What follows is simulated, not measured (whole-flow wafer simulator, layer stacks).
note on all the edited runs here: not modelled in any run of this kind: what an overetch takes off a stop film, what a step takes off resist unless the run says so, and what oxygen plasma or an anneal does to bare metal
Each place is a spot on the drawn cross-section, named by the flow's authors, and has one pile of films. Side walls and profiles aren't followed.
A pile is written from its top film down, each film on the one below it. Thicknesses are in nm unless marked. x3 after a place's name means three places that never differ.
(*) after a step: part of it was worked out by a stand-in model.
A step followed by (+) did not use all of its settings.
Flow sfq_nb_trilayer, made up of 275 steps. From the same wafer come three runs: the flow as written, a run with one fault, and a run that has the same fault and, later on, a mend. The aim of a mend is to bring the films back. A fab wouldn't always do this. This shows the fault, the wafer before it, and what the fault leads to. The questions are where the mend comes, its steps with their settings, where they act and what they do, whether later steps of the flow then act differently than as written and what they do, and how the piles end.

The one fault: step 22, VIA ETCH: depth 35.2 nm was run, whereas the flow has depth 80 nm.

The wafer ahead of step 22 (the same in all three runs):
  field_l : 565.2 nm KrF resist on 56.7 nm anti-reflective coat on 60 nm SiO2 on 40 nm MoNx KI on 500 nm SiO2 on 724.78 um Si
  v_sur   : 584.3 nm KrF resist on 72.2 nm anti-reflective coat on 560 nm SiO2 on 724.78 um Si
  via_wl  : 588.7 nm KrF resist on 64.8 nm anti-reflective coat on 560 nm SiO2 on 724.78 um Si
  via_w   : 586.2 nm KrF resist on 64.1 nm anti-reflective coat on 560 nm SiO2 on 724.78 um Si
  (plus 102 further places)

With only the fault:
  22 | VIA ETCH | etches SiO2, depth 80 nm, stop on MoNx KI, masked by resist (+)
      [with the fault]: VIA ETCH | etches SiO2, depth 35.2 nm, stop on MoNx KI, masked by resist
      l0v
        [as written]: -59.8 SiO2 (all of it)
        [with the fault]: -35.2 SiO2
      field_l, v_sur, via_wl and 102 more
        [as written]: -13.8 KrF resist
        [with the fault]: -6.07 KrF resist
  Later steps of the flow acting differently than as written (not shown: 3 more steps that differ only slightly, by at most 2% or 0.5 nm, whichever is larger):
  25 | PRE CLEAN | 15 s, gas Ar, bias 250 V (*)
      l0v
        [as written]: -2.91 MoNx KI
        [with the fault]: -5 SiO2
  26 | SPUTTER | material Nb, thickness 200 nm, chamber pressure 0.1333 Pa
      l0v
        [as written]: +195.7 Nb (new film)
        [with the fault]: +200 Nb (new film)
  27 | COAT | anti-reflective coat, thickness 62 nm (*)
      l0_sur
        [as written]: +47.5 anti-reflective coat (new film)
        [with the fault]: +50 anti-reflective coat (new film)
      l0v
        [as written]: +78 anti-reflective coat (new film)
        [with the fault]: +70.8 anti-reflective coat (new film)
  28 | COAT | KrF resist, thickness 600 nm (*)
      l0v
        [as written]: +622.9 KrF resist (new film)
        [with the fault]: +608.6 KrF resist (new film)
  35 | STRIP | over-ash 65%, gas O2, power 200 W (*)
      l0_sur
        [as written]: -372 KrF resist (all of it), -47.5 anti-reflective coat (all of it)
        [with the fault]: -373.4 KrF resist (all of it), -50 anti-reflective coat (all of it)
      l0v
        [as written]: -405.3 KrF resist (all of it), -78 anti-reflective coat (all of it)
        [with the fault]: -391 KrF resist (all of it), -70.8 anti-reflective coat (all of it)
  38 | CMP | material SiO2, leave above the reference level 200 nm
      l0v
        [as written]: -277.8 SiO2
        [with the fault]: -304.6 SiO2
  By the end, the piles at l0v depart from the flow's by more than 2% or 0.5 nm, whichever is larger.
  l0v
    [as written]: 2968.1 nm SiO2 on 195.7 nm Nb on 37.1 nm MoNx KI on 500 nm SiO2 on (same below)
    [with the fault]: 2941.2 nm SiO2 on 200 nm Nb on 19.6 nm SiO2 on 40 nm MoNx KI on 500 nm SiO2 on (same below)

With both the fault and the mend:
  After step 22 comes the mend.
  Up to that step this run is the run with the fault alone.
  22a | VIA ETCH | etches SiO2, depth 44.8 nm, stop on MoNx KI, masked by resist (+) (a further turn of the flow's step 22, with different settings)
      field_l, v_sur, via_wl and 102 more
        -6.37 KrF resist
      l0v
        -24.6 SiO2 (all of it)
  Every later step of the flow that is run acts as written, at every place that is followed, to within 2% or 0.5 nm, whichever is larger.
  At every place that both follow, the piles at the end match the flow's.
